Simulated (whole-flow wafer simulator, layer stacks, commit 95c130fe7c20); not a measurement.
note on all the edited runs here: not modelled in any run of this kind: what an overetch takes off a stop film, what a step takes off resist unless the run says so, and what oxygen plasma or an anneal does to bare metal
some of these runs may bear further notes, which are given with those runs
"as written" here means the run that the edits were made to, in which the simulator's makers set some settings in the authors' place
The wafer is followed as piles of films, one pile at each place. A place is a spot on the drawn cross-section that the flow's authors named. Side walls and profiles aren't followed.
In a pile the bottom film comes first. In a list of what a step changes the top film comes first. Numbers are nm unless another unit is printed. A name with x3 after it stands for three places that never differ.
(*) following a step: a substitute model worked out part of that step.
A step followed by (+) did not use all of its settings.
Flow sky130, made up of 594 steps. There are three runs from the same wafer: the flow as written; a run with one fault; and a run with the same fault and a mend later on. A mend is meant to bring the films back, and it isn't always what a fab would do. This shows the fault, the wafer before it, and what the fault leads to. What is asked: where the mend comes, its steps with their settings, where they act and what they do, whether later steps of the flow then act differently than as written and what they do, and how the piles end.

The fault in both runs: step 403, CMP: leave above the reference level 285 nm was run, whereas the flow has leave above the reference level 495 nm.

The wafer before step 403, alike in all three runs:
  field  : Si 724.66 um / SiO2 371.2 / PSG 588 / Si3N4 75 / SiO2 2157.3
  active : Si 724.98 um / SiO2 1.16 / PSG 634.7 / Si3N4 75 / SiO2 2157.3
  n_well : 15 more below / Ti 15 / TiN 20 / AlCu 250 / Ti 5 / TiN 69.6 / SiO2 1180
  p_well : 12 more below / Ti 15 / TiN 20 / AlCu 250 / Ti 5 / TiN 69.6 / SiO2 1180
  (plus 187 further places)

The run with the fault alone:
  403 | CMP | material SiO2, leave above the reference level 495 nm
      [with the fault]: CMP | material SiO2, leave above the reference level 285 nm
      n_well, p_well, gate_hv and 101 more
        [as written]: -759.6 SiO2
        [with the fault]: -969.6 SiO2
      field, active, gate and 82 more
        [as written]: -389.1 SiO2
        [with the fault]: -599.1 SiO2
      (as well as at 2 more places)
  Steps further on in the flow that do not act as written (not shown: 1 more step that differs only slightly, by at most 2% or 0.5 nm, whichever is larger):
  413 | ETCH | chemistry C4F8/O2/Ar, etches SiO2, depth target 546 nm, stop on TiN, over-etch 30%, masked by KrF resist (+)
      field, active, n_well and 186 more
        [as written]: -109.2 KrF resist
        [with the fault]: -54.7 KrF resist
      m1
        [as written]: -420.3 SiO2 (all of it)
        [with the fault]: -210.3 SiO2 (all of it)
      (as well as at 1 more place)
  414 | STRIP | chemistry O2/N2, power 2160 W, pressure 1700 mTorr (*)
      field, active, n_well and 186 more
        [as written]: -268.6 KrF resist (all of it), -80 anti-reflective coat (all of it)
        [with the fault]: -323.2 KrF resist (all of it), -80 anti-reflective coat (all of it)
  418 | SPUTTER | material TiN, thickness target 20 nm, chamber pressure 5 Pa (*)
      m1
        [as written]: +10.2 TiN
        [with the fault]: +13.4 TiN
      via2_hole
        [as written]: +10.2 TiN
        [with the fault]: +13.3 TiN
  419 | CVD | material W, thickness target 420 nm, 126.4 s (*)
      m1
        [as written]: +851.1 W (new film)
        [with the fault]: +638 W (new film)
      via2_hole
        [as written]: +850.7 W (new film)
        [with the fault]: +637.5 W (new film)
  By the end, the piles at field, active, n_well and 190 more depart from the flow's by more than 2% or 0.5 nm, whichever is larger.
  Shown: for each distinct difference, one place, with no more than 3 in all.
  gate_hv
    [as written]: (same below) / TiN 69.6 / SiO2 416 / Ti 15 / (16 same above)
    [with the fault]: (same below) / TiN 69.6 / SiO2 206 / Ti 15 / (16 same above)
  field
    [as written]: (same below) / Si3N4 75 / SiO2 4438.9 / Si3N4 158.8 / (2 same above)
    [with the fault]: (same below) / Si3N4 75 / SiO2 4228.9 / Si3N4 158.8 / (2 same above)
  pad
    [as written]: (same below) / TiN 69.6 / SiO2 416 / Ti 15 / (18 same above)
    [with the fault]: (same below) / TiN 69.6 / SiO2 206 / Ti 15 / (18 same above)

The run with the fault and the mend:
  After step 403 comes the mend.
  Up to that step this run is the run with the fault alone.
  403a | HDPCVD | thickness target 210 nm (*) (the flow's step 402, run once more with other settings)
      field, active, n_well and 188 more
        +210 SiO2
  Every later step of the flow that is run acts as written, at every place that is followed, to within 2% or 0.5 nm, whichever is larger.
  The piles end the same as the flow's at every place that both follow.
